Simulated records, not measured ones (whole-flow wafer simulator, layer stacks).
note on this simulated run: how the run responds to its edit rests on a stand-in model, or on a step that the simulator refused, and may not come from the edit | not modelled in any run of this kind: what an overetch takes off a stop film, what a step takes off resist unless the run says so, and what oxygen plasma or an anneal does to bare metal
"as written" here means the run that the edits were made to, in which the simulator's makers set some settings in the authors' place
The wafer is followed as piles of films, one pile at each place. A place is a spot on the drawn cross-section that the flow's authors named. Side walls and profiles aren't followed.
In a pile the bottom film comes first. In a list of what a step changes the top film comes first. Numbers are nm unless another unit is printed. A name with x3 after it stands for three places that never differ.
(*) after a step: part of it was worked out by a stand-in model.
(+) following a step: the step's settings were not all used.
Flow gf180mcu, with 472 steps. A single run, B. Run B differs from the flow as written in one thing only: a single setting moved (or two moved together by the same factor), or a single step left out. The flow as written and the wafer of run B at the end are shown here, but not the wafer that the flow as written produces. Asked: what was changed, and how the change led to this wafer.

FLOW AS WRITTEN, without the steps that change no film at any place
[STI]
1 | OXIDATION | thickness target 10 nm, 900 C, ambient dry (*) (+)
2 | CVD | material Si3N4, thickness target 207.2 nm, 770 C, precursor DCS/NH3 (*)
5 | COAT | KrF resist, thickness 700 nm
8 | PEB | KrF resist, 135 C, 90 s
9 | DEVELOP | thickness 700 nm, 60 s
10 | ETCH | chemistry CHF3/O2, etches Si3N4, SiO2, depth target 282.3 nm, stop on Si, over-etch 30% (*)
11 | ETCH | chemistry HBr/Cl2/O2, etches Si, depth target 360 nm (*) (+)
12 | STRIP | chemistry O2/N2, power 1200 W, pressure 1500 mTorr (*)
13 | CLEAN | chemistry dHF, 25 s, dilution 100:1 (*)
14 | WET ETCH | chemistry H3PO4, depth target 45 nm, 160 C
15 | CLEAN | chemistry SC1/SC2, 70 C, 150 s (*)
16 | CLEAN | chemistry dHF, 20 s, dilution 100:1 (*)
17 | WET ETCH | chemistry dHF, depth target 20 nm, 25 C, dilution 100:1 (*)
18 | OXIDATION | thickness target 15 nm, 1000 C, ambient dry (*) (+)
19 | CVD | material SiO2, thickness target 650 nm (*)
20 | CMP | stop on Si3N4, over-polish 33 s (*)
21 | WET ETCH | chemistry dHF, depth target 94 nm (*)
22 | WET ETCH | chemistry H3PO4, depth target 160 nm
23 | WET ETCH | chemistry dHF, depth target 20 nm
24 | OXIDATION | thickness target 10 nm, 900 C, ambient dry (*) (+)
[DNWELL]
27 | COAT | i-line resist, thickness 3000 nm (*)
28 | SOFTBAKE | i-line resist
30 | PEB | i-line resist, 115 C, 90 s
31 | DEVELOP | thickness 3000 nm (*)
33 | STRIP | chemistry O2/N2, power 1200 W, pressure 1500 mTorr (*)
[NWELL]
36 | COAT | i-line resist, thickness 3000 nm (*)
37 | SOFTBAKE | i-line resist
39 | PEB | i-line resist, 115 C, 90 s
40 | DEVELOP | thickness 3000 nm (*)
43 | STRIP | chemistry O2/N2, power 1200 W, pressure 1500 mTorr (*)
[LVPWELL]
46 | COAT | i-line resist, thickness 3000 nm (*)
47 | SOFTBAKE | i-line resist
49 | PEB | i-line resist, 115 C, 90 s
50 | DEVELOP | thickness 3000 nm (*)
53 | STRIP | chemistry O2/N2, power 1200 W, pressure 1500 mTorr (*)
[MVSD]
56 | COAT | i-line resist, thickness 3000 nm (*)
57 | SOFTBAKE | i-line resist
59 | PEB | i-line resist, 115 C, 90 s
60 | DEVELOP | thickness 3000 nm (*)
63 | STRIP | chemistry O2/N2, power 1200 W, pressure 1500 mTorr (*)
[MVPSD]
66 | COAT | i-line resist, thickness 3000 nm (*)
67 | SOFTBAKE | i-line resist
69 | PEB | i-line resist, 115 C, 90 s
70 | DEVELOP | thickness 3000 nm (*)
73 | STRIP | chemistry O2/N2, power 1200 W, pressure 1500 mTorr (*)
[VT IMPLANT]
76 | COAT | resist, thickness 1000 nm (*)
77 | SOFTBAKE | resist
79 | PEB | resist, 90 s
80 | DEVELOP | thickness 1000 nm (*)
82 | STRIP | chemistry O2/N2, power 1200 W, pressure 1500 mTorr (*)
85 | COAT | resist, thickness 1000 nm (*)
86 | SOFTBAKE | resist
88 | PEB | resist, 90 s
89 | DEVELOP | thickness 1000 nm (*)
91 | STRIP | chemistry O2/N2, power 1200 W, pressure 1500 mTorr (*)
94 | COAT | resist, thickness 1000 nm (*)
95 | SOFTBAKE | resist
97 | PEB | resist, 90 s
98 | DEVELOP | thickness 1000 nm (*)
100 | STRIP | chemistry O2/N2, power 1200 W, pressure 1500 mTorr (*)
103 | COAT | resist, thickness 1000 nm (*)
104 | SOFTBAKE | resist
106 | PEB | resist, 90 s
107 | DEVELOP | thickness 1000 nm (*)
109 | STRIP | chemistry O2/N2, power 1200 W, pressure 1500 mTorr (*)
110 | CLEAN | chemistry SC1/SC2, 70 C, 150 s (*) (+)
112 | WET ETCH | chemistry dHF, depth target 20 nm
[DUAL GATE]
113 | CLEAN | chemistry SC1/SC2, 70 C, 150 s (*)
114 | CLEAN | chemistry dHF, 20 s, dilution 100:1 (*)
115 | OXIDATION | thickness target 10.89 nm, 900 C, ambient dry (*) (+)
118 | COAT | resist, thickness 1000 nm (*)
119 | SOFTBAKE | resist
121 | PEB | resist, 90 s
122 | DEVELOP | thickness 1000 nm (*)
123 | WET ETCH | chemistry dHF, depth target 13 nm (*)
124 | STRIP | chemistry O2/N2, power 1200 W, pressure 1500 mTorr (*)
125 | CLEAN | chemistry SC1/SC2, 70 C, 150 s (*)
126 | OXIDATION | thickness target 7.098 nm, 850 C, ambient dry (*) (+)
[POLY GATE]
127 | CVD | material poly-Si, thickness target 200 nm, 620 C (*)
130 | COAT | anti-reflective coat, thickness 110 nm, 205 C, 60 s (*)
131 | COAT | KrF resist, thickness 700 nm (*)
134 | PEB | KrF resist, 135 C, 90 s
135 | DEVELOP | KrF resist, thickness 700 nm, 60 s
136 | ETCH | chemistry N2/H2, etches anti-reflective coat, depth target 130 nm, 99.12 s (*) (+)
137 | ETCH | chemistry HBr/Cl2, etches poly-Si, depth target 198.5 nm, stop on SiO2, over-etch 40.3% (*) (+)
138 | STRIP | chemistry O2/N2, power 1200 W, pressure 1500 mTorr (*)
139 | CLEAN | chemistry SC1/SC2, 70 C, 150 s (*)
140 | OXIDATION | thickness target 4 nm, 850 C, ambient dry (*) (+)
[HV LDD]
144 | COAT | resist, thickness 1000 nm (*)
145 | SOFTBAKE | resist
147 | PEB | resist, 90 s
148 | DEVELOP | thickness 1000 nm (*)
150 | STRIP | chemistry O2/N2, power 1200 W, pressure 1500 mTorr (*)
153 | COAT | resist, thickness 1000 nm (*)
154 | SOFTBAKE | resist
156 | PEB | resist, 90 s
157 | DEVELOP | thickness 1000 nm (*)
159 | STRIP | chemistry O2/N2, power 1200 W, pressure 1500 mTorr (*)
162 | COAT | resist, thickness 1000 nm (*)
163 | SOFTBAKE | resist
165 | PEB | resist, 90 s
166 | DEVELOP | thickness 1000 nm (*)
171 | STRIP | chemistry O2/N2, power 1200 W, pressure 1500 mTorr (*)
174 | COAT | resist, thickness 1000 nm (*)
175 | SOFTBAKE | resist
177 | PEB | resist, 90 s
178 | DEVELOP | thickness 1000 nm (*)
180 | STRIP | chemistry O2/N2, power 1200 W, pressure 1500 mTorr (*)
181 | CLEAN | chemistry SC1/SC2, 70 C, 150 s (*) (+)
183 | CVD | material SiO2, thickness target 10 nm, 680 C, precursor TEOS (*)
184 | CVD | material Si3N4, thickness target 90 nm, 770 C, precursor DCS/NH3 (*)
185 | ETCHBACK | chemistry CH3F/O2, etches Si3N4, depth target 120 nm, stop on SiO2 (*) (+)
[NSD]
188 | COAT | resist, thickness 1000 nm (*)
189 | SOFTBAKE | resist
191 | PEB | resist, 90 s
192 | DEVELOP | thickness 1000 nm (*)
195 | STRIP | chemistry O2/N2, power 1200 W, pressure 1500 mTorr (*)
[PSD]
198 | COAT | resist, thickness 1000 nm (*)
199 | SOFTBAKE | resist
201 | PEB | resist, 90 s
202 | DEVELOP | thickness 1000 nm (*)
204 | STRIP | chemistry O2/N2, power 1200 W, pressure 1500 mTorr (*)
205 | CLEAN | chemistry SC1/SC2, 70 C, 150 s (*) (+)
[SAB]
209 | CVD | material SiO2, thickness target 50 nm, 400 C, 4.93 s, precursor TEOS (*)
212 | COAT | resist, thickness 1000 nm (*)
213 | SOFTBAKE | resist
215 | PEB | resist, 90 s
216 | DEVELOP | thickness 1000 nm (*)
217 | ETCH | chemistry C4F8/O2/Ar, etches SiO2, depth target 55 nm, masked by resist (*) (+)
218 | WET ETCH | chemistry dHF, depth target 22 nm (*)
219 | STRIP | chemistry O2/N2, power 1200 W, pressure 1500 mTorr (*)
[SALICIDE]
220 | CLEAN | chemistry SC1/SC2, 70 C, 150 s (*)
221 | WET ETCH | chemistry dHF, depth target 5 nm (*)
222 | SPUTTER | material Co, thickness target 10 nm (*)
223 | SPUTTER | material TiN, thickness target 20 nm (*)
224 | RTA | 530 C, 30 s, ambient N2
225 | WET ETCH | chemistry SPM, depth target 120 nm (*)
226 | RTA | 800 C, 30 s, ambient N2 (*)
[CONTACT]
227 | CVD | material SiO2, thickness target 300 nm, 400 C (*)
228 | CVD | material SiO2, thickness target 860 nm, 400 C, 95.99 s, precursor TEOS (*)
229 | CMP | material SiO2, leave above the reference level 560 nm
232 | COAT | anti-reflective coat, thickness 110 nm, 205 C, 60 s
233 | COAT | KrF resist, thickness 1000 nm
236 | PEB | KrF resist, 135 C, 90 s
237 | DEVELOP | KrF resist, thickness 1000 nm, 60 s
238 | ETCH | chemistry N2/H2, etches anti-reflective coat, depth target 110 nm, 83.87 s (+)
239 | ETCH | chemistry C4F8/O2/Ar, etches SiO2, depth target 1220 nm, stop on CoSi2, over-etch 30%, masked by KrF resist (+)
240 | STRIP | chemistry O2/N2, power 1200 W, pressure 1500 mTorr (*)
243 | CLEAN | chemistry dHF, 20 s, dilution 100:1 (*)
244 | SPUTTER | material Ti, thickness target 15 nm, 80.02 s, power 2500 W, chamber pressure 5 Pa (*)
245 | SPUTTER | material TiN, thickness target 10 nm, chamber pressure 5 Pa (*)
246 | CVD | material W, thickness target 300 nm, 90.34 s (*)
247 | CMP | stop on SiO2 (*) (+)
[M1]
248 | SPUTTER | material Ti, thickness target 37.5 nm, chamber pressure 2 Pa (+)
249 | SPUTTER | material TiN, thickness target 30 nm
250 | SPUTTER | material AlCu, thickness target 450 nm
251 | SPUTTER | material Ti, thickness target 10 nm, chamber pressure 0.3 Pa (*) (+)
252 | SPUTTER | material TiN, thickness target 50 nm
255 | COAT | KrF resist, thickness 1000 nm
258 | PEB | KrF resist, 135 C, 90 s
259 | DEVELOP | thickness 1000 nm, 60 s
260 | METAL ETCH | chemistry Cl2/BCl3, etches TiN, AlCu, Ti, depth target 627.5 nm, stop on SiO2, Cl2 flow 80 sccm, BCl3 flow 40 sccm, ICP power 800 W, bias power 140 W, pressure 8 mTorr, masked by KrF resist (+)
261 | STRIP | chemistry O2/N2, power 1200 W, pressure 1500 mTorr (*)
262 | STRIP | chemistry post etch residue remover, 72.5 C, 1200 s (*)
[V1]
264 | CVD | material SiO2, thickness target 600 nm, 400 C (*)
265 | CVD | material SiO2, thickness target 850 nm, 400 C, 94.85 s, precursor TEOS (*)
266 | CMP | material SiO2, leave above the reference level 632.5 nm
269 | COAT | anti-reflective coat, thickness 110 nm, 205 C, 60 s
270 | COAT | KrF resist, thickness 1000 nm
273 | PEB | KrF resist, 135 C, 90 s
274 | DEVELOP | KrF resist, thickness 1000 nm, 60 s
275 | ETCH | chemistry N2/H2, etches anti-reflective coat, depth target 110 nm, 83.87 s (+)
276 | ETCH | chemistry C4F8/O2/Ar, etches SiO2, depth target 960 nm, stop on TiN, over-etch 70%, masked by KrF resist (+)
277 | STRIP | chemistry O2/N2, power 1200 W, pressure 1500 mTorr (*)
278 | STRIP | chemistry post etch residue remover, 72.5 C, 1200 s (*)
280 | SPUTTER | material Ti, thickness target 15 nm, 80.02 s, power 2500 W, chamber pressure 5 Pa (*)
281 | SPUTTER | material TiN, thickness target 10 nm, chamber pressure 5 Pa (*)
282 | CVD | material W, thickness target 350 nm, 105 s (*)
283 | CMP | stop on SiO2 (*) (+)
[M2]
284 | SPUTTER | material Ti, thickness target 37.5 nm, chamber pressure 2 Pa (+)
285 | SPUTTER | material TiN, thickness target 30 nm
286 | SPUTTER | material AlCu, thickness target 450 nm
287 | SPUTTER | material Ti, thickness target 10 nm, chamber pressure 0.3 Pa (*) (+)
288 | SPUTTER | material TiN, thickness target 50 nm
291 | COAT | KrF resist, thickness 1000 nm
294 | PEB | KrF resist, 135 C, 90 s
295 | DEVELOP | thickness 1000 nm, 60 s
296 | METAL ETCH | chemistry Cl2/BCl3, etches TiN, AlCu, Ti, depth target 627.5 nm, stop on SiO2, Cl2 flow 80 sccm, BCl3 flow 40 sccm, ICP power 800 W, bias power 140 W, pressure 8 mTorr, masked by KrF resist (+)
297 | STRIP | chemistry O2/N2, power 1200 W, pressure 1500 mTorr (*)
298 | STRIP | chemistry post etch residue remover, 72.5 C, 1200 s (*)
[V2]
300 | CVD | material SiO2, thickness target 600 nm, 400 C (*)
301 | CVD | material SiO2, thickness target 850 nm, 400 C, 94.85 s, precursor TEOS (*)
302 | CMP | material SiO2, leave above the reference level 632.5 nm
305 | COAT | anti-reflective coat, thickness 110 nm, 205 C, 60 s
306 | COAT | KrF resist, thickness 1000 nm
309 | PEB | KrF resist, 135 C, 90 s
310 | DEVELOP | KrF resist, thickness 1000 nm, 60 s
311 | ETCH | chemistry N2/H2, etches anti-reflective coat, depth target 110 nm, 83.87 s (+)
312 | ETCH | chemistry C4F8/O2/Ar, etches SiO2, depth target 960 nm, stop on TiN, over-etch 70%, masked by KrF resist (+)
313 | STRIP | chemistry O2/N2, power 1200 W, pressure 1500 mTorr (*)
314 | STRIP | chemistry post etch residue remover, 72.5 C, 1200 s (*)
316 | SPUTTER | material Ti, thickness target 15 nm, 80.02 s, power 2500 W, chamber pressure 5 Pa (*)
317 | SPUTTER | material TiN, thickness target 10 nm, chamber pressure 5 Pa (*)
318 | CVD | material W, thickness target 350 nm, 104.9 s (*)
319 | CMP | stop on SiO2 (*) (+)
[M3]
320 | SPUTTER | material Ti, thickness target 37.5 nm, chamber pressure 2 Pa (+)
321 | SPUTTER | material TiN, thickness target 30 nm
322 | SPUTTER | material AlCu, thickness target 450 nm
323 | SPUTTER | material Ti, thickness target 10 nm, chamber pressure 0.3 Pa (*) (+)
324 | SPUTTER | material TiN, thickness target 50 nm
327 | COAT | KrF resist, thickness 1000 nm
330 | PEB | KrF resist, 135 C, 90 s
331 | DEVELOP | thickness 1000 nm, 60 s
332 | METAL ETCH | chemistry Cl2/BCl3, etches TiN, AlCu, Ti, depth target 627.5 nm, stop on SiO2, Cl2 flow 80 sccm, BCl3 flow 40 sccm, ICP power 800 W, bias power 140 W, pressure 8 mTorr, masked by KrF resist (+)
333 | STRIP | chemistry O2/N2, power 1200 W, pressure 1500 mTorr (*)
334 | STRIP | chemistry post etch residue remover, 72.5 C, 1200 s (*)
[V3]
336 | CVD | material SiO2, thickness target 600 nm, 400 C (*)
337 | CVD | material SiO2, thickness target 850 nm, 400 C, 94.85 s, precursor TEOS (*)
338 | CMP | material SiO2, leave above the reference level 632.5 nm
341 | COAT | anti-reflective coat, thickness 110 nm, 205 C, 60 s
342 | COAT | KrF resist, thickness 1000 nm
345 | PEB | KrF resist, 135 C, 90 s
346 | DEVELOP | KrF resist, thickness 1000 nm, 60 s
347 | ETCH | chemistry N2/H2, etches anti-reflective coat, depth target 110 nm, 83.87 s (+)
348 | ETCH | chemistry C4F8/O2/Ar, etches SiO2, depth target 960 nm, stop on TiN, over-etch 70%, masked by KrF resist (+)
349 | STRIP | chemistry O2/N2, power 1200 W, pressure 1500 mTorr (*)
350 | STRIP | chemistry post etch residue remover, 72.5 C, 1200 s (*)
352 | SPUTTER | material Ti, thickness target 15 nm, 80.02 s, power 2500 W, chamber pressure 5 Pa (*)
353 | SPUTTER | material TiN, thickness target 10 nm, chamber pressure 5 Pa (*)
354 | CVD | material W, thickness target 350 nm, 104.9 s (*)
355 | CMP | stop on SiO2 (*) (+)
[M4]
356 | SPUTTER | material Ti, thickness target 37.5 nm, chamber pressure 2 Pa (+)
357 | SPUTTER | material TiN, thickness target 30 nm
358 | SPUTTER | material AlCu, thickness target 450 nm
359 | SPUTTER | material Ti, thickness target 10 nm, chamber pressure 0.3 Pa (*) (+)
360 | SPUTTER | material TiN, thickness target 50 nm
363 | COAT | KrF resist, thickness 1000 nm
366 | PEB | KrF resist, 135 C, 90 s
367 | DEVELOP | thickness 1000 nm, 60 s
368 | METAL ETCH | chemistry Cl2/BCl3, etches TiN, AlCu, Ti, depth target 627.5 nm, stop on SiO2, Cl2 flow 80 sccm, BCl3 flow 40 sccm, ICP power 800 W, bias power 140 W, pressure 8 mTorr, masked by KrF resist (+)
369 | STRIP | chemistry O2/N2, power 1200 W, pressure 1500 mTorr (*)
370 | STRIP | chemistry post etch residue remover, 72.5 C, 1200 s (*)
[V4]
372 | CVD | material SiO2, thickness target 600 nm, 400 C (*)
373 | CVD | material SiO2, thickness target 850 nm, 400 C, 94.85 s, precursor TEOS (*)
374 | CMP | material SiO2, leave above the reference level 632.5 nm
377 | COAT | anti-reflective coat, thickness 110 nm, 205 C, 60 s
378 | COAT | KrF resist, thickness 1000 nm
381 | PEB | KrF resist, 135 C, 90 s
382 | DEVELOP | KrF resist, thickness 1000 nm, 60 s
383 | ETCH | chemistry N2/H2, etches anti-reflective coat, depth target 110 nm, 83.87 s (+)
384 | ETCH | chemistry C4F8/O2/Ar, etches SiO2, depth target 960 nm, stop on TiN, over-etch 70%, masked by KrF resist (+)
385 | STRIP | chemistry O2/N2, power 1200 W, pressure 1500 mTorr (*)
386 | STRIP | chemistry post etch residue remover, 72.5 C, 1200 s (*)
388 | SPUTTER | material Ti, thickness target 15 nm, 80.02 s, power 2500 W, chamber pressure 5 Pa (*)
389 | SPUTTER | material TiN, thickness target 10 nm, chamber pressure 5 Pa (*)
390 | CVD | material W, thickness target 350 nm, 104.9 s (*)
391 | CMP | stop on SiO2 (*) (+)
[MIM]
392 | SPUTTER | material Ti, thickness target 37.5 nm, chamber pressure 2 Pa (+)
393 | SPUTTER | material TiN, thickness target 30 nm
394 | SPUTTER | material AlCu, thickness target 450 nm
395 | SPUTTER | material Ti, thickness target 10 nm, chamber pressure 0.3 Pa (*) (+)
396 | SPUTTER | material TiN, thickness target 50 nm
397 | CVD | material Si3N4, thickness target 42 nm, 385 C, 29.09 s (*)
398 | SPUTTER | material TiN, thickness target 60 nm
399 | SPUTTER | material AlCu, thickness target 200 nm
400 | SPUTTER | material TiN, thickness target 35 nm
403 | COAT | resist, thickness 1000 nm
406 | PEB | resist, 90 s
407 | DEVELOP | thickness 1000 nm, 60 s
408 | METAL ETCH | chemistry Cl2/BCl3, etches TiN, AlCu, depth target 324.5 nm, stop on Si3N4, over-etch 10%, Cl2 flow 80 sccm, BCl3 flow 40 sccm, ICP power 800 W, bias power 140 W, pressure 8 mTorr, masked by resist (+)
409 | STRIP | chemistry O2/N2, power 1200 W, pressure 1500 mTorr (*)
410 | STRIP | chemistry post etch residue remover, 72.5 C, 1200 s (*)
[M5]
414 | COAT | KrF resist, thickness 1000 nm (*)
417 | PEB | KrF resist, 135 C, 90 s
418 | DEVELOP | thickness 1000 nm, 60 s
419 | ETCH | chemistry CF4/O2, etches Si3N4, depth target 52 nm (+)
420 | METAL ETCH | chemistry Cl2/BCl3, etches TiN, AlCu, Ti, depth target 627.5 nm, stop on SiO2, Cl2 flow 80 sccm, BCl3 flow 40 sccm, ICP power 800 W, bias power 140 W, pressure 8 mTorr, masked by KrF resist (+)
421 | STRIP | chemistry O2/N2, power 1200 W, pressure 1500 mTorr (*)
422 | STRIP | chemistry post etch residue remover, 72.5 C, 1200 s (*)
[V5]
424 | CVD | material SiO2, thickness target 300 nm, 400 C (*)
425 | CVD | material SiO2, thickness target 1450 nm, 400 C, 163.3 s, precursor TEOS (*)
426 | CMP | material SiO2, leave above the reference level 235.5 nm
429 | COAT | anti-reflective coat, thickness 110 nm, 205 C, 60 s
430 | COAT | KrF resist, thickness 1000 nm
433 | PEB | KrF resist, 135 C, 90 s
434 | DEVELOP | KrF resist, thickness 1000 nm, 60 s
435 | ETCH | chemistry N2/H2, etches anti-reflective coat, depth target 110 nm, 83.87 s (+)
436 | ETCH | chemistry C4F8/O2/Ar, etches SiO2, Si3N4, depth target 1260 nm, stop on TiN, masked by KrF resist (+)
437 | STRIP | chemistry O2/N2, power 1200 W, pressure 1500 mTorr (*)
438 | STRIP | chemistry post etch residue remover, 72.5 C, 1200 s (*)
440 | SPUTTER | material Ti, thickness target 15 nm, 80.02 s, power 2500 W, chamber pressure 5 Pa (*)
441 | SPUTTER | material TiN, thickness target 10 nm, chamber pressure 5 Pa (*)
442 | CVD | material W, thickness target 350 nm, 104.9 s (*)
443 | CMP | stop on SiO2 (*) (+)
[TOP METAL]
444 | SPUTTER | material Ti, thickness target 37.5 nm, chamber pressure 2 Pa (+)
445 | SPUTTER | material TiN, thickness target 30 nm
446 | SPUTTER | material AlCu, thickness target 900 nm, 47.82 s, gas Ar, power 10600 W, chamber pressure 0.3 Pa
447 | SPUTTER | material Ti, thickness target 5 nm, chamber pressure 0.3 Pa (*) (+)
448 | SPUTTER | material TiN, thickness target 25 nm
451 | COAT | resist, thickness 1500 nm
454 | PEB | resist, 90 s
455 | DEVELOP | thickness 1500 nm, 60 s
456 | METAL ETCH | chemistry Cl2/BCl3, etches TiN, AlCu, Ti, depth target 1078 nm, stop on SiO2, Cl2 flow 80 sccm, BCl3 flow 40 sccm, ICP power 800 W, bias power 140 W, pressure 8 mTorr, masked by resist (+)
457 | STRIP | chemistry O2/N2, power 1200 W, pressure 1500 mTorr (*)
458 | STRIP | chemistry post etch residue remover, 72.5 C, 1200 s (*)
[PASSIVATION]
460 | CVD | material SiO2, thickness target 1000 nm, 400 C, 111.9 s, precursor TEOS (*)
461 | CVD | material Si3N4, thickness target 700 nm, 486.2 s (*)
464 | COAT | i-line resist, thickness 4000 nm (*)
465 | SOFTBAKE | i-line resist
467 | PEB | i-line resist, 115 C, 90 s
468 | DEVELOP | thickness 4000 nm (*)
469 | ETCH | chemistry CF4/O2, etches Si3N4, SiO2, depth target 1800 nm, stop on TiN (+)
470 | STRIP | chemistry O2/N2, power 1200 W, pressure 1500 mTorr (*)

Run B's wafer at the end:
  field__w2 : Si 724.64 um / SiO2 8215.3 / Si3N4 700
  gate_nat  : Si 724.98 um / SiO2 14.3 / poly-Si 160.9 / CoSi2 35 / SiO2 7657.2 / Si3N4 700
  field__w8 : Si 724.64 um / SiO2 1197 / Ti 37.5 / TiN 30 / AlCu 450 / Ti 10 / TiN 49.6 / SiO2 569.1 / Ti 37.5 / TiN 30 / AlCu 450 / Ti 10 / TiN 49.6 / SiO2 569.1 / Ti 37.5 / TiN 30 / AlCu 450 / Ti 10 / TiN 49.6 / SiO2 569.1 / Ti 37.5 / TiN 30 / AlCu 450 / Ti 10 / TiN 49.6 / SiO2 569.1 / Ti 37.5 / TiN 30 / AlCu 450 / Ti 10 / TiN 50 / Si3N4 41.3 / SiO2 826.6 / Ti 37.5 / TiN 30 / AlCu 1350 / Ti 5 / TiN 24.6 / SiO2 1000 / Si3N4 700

What caused this: step 446, SPUTTER: thickness target 1350 nm was run, though the flow has thickness target 900 nm; step 456, METAL ETCH: depth target 1620 nm was run, where the flow has depth target 1078 nm.
The wafer itself shows it: field__w8 has AlCu 1350, and step 446 as written asks for 900 nm.

How this came from the change, step by step:
  446 | SPUTTER | material AlCu, thickness target 900 nm, 47.82 s, gas Ar, power 10600 W, chamber pressure 0.3 Pa
      field, field__w1, field__w2 and 109 more: AlCu gains 1350 (new film) (as written it would have been: AlCu gains 900 (new film))
  456 | METAL ETCH | chemistry Cl2/BCl3, etches TiN, AlCu, Ti, depth target 1078 nm, stop on SiO2, Cl2 flow 80 sccm, BCl3 flow 40 sccm, ICP power 800 W, bias power 140 W, pressure 8 mTorr, masked by resist (+)
      field, field__w1, field__w2 and 103 more: TiN loses 25 (all of it), Ti loses 5 (all of it), AlCu loses 1350 (all of it), TiN loses 30 (all of it), Ti loses 37.5 (all of it) (as written it would have been: TiN loses 25 (all of it), Ti loses 5 (all of it), AlCu loses 900 (all of it), TiN loses 30 (all of it), Ti loses 37.5 (all of it))
      field__w8, contact, m1, m1__w1, pad, m1_nw: resist loses 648 (as written it would have been: resist loses 431)
  457 | STRIP | chemistry O2/N2, power 1200 W, pressure 1500 mTorr (*)
      field__w8, contact, m1, m1__w1, pad, m1_nw: resist loses 763.8 (all of it) (as written it would have been: resist loses 980.8 (all of it))
  464 | COAT | i-line resist, thickness 4000 nm (*)
      field__w8: i-line resist gains 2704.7 (new film) (as written it would have been: i-line resist gains 3093.1 (new film))
      contact: i-line resist gains 2769.4 (new film) (as written it would have been: i-line resist gains 3153.6 (new film))
      (also at 5 further places)
  465 | SOFTBAKE | i-line resist
      active_hv: i-line resist loses 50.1 (as written it would have been: i-line resist gains 28.2)
      field__w11, field__w13: i-line resist gains 55.7 (as written it would have been: i-line resist gains 37.9)
      (also at 65 further places)
  467 | PEB | i-line resist, 115 C, 90 s
      field__w8, m1__w1: i-line resist loses 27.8 (as written it would have been: i-line resist loses 34.7)
      contact, m1: i-line resist loses 28.1 (as written it would have been: i-line resist loses 35.1)
      (also at 2 further places)
  468 | DEVELOP | thickness 4000 nm (*)
      pad: i-line resist loses 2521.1 (all of it) (as written it would have been: i-line resist loses 2974.8 (all of it))
  470 | STRIP | chemistry O2/N2, power 1200 W, pressure 1500 mTorr (*)
      field__w8, m1__w1: i-line resist loses 1354.4 (all of it) (as written it would have been: i-line resist loses 1787.7 (all of it))
      contact: i-line resist loses 1371.7 (all of it) (as written it would have been: i-line resist loses 1811.2 (all of it))
      (also at 2 further places)
